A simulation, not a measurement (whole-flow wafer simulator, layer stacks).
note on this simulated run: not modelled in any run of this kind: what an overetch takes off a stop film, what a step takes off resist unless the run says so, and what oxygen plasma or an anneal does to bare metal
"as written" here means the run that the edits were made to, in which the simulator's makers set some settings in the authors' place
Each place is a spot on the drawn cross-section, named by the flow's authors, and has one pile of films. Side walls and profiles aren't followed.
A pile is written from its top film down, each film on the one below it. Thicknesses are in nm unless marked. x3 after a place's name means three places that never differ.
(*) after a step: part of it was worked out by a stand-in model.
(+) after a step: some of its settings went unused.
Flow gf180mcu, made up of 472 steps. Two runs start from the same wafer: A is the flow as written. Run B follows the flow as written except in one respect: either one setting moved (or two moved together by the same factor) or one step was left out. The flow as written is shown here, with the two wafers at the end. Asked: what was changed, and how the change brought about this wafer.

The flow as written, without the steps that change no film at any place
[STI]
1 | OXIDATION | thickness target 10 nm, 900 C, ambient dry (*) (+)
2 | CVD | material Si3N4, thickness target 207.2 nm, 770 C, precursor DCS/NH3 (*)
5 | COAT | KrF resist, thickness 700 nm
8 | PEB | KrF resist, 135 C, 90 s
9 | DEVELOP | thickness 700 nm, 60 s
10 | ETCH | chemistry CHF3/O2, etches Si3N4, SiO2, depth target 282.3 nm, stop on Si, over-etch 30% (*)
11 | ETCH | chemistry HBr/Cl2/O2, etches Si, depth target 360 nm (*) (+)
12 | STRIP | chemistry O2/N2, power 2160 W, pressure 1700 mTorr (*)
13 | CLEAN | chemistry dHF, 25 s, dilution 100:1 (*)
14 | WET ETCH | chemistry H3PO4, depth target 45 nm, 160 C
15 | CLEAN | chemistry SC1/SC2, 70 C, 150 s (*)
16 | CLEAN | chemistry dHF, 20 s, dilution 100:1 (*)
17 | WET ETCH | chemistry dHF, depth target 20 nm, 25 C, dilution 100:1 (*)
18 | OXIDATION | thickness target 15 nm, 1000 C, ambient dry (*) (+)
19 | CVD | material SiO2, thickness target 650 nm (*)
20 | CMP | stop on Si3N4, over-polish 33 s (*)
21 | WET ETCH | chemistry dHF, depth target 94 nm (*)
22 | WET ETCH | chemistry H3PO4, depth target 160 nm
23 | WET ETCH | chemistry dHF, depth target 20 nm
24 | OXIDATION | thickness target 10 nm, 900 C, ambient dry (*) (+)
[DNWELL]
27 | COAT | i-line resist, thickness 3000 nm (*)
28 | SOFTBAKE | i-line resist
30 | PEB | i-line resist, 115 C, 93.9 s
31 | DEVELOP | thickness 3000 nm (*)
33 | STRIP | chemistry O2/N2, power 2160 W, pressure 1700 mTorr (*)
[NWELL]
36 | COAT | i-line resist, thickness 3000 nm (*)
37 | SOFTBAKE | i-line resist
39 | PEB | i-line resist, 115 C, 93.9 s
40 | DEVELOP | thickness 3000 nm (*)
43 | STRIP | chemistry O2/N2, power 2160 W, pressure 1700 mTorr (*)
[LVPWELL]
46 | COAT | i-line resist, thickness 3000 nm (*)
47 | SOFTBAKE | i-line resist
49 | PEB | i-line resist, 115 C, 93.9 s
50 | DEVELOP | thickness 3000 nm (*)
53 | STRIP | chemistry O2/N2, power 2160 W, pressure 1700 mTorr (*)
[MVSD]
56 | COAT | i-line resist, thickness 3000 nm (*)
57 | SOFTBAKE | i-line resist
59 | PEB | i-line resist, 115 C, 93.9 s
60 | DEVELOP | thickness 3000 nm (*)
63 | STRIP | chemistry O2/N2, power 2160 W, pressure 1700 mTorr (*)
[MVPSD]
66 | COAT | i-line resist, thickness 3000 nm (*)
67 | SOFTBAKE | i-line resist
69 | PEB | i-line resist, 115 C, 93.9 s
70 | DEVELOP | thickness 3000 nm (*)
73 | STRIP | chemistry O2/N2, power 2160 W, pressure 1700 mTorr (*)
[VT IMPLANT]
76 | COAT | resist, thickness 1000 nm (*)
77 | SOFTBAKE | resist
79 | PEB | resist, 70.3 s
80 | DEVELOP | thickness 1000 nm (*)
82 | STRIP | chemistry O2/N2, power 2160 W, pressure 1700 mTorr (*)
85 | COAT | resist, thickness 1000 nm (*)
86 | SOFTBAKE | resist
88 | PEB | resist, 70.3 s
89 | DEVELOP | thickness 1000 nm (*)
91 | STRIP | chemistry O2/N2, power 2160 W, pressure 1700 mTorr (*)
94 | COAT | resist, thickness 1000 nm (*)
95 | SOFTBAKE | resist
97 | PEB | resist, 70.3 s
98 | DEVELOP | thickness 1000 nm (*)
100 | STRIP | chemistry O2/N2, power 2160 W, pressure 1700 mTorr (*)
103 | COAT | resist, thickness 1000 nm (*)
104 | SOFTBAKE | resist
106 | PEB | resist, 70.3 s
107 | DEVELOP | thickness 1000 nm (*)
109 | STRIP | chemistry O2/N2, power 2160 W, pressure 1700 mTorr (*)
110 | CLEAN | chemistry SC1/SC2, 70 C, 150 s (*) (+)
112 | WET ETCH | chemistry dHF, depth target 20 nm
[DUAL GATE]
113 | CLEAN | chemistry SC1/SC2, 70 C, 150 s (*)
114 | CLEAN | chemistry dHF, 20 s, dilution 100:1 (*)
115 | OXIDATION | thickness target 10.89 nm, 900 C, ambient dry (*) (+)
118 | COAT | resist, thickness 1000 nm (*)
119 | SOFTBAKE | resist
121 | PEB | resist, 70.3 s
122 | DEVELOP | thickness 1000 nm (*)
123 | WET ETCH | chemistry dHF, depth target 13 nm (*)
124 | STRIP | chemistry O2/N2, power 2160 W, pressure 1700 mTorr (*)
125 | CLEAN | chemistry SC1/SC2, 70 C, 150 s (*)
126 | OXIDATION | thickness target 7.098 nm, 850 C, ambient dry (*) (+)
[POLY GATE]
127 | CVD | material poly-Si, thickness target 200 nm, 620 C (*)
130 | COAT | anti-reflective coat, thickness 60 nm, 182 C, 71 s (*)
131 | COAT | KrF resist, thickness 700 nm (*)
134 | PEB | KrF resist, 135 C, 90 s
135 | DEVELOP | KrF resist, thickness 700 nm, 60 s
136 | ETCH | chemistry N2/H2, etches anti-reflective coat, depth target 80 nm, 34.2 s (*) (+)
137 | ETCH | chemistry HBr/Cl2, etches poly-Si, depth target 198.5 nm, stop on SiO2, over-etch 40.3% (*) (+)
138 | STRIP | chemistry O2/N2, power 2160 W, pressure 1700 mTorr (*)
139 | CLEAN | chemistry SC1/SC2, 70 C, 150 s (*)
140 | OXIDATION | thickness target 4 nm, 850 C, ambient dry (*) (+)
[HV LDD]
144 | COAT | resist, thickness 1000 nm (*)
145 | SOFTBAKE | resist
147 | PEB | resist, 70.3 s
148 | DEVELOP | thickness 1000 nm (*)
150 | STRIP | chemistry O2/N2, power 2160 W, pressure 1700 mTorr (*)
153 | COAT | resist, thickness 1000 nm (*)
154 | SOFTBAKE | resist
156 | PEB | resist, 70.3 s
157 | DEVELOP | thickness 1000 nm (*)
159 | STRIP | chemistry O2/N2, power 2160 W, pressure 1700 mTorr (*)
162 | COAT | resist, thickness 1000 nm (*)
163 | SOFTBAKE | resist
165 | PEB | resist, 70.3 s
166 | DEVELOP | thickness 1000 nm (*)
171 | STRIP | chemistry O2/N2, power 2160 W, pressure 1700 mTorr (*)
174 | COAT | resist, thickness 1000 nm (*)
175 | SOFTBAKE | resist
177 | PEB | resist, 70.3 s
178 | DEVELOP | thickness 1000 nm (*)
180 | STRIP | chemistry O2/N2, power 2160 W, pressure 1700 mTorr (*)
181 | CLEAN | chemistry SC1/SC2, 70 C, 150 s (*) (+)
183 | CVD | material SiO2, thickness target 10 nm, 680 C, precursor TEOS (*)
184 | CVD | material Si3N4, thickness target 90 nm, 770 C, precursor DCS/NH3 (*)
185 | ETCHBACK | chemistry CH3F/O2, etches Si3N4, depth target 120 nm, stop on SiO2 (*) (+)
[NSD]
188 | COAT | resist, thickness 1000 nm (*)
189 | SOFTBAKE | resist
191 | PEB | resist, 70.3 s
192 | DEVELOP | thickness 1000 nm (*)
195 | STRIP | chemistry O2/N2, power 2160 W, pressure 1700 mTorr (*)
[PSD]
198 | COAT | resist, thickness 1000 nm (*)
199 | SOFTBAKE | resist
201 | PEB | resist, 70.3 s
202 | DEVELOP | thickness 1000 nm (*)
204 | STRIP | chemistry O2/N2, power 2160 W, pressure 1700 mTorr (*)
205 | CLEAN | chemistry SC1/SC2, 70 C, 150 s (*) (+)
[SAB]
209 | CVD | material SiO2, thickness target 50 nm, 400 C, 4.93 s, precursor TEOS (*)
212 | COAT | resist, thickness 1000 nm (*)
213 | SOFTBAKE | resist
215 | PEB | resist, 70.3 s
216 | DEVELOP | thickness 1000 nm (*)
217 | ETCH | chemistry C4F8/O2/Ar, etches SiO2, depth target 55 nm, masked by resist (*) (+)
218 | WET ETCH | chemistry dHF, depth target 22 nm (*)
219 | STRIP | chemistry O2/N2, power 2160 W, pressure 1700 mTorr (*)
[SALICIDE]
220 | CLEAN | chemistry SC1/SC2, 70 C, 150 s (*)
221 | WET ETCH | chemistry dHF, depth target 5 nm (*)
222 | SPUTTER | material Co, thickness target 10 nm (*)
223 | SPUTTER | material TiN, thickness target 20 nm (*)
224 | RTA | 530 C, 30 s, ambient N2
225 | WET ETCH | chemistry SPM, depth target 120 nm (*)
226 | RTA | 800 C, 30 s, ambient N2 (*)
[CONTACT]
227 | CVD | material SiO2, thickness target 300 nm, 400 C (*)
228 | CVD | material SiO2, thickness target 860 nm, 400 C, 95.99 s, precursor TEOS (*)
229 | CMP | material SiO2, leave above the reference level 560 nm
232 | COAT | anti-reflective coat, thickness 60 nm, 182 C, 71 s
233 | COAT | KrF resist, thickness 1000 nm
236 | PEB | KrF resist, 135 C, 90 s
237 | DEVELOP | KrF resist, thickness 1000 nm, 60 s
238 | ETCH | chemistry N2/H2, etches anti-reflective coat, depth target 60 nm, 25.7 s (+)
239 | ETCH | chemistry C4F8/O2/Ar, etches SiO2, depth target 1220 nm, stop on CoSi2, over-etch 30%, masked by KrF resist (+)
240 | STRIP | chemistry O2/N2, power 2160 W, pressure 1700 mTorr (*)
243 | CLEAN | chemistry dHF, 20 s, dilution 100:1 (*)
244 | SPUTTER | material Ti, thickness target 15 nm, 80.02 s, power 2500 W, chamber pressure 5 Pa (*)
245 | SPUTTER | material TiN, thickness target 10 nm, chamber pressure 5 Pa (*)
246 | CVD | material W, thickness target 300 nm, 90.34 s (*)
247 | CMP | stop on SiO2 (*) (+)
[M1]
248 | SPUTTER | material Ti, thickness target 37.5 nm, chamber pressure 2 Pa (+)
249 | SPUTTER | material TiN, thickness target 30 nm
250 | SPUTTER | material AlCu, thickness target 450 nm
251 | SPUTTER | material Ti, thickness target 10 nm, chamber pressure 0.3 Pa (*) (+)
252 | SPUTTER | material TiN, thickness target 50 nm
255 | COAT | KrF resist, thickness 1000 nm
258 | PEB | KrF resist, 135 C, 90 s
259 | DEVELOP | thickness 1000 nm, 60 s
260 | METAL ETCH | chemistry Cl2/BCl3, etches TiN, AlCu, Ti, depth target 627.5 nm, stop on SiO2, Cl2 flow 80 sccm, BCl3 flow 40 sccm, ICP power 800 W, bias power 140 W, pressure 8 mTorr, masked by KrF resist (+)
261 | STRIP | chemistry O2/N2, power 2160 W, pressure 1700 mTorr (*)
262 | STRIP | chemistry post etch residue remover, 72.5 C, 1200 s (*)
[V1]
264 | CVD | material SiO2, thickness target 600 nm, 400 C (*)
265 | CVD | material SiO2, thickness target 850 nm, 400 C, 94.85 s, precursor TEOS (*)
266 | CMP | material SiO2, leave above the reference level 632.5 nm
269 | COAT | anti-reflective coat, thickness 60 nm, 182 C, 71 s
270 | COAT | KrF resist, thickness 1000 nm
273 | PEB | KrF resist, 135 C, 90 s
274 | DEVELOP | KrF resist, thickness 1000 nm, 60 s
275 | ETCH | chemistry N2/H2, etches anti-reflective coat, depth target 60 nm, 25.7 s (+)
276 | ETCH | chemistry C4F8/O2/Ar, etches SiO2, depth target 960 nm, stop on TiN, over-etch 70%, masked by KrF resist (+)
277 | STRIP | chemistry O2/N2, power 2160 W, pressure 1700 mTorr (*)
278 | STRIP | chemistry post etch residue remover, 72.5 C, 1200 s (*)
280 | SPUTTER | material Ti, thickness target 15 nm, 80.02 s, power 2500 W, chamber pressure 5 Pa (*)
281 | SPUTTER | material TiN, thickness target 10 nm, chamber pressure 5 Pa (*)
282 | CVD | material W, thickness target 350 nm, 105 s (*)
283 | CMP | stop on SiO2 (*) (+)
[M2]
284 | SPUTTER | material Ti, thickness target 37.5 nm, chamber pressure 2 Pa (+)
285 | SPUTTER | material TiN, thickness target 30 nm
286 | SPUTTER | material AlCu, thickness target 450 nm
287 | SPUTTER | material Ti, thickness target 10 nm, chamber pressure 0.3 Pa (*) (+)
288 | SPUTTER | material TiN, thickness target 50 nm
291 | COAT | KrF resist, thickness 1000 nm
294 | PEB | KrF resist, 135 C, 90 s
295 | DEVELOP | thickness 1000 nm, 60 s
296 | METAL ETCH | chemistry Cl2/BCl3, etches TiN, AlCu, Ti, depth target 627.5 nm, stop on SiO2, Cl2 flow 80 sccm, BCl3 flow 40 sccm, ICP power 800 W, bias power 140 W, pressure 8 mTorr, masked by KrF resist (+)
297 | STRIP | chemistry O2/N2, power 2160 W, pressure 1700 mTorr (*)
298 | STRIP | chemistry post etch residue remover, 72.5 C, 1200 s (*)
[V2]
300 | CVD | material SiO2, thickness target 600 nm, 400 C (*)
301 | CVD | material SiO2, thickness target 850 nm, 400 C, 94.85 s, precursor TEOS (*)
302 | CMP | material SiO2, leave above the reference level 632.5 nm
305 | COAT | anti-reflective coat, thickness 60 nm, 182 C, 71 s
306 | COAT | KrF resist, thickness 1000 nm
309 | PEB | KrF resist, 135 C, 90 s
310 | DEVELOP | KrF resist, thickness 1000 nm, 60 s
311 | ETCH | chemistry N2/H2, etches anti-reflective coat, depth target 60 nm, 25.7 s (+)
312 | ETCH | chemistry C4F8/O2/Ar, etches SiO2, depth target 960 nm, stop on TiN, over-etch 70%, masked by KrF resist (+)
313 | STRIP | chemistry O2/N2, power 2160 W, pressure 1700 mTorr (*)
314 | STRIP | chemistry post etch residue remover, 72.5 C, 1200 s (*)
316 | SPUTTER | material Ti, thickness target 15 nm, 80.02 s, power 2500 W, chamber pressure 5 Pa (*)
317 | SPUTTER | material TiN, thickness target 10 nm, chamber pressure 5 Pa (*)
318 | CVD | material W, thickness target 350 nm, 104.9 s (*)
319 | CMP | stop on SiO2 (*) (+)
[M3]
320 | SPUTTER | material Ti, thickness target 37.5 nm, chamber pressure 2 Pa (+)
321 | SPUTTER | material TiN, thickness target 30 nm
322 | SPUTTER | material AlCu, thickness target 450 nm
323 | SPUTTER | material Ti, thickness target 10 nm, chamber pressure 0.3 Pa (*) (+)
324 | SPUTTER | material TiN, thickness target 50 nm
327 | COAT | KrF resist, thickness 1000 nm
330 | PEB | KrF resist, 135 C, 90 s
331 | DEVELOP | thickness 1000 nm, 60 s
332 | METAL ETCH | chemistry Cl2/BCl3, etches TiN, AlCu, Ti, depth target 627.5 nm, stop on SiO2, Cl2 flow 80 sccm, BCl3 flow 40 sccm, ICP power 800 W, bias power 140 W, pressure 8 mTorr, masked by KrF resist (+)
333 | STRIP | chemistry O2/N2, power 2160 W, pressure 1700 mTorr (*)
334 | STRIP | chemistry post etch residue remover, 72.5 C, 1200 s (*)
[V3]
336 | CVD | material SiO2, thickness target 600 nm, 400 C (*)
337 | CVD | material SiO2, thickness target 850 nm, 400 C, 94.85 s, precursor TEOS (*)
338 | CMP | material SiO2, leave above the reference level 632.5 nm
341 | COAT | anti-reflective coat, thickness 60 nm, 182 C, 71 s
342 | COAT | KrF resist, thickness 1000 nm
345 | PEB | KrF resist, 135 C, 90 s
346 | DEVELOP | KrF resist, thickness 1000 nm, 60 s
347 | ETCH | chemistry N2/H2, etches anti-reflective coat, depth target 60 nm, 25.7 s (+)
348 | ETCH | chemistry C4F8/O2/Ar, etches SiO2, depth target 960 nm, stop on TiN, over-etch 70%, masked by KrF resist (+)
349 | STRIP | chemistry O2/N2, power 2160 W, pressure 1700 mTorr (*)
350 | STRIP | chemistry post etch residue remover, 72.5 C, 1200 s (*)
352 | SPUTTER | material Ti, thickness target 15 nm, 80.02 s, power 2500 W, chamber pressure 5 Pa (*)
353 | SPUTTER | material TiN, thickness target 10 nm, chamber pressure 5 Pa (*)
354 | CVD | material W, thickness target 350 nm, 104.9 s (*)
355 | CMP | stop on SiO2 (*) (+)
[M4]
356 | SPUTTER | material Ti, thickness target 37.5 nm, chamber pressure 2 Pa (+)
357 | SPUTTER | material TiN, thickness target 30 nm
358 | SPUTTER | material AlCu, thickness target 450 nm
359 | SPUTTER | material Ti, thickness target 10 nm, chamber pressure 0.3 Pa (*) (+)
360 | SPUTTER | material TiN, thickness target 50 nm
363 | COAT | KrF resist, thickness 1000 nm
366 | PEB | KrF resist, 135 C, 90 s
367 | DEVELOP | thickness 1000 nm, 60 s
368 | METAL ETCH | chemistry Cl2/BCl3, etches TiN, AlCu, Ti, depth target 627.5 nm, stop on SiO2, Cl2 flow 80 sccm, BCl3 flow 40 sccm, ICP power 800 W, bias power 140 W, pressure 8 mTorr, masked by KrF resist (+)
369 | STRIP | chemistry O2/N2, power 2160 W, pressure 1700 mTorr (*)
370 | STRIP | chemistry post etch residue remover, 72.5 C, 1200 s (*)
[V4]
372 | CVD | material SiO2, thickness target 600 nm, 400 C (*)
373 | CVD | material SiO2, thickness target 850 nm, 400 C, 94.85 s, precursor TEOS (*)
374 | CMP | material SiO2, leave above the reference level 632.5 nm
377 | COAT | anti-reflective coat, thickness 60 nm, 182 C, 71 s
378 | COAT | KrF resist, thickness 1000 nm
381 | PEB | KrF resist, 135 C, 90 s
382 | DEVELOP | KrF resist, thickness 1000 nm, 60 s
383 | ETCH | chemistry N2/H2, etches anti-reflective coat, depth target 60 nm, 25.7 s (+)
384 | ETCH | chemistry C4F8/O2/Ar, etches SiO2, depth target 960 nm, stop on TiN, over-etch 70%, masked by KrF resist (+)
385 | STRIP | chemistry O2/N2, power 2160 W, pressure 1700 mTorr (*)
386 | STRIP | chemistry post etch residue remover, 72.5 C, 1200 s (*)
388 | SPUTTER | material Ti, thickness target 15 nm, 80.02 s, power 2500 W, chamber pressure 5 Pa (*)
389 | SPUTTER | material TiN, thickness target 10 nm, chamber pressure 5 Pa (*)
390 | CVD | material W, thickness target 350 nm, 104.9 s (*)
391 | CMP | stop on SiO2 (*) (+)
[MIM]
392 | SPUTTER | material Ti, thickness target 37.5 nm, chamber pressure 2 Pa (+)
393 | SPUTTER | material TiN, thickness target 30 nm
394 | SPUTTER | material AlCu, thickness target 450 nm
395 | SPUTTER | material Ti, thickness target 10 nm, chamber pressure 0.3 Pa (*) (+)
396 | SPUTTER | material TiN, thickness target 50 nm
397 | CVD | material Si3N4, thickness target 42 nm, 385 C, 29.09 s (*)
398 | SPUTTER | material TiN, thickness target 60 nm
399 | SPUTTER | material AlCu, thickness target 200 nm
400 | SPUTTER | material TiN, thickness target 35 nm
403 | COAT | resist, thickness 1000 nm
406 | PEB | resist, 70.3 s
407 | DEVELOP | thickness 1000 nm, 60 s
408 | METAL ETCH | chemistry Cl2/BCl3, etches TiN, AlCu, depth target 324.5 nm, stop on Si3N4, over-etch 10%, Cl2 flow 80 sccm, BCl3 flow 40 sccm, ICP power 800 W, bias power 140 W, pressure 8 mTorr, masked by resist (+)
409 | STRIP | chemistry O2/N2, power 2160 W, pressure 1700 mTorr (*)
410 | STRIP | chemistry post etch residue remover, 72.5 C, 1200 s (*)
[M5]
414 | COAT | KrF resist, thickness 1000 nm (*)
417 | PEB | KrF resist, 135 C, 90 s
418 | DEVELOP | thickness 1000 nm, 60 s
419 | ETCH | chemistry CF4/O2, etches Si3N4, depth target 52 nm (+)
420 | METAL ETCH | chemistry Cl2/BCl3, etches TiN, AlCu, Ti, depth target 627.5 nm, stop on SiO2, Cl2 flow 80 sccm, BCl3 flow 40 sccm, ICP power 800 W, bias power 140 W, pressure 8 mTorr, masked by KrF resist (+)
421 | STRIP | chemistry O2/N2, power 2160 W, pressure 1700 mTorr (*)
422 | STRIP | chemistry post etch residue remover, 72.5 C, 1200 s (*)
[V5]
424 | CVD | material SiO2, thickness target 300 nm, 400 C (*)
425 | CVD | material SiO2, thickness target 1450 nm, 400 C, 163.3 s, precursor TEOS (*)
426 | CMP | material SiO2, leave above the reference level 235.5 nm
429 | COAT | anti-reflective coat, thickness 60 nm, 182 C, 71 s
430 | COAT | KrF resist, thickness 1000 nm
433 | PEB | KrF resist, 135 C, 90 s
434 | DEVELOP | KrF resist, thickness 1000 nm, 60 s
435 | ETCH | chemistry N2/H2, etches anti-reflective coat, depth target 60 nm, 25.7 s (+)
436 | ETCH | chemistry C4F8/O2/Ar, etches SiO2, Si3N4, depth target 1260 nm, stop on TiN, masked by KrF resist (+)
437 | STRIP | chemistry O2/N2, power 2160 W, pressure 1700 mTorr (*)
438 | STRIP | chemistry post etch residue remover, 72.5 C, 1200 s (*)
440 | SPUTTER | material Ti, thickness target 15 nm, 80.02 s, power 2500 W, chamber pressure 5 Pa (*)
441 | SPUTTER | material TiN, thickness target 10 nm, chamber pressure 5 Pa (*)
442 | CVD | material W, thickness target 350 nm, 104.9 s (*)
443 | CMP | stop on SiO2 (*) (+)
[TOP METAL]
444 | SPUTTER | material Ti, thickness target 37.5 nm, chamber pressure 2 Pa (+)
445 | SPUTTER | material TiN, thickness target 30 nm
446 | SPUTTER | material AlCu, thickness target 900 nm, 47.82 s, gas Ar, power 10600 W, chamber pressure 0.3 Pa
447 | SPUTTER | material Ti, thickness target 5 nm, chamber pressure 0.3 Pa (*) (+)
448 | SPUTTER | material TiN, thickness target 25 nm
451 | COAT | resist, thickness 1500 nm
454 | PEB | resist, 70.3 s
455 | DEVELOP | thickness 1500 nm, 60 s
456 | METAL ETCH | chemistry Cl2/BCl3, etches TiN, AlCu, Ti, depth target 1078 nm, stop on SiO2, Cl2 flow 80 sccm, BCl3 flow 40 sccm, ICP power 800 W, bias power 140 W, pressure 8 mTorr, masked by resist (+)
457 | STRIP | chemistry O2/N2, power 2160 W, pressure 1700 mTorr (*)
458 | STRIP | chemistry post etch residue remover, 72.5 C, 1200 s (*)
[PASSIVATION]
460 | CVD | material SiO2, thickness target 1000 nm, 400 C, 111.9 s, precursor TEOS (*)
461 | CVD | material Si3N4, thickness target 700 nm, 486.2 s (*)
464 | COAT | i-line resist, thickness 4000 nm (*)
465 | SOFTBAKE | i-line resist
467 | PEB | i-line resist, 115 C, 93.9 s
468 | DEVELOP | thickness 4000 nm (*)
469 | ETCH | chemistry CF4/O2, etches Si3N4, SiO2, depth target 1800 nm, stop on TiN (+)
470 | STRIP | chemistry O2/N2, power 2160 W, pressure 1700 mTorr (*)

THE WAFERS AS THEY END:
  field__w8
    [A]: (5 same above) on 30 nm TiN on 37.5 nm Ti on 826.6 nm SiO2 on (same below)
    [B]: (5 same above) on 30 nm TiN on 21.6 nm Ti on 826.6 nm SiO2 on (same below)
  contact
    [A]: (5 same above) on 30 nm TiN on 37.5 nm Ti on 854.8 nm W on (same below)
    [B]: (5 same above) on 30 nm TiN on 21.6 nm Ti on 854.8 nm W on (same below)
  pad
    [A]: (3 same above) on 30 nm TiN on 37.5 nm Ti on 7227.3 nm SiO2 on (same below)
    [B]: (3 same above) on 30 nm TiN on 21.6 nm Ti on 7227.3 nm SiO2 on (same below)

What caused this: step 444, SPUTTER: thickness target 21.6 nm was run, while the flow as written has thickness target 37.5 nm.
The wafer itself shows it: field__w8 has Ti 21.6, and step 444 as written asks for 37.5 nm.

The path from the change to this, step by step:
  444 | SPUTTER | material Ti, thickness target 37.5 nm, chamber pressure 2 Pa (+)
      field, field__w1, field__w2 and 109 more: A +37.5 Ti (new film) | B +21.6 Ti (new film)
  456 | METAL ETCH | chemistry Cl2/BCl3, etches TiN, AlCu, Ti, depth target 1078 nm, stop on SiO2, Cl2 flow 80 sccm, BCl3 flow 40 sccm, ICP power 800 W, bias power 140 W, pressure 8 mTorr, masked by resist (+)
      field, field__w1, field__w2 and 103 more: A -25 TiN (all of it), -5 Ti (all of it), -900 AlCu (all of it), -30 TiN (all of it), -37.5 Ti (all of it) | B -25 TiN (all of it), -5 Ti (all of it), -900 AlCu (all of it), -30 TiN (all of it), -21.6 Ti (all of it)
  465 | SOFTBAKE | i-line resist
      ld_acc_p, ld_fp_p, ld_drift_p: A +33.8 i-line resist | B +33 i-line resist
      field__w11, field__w13: A +37.6 i-line resist | B +36.7 i-line resist
      (as well as at 58 more places)
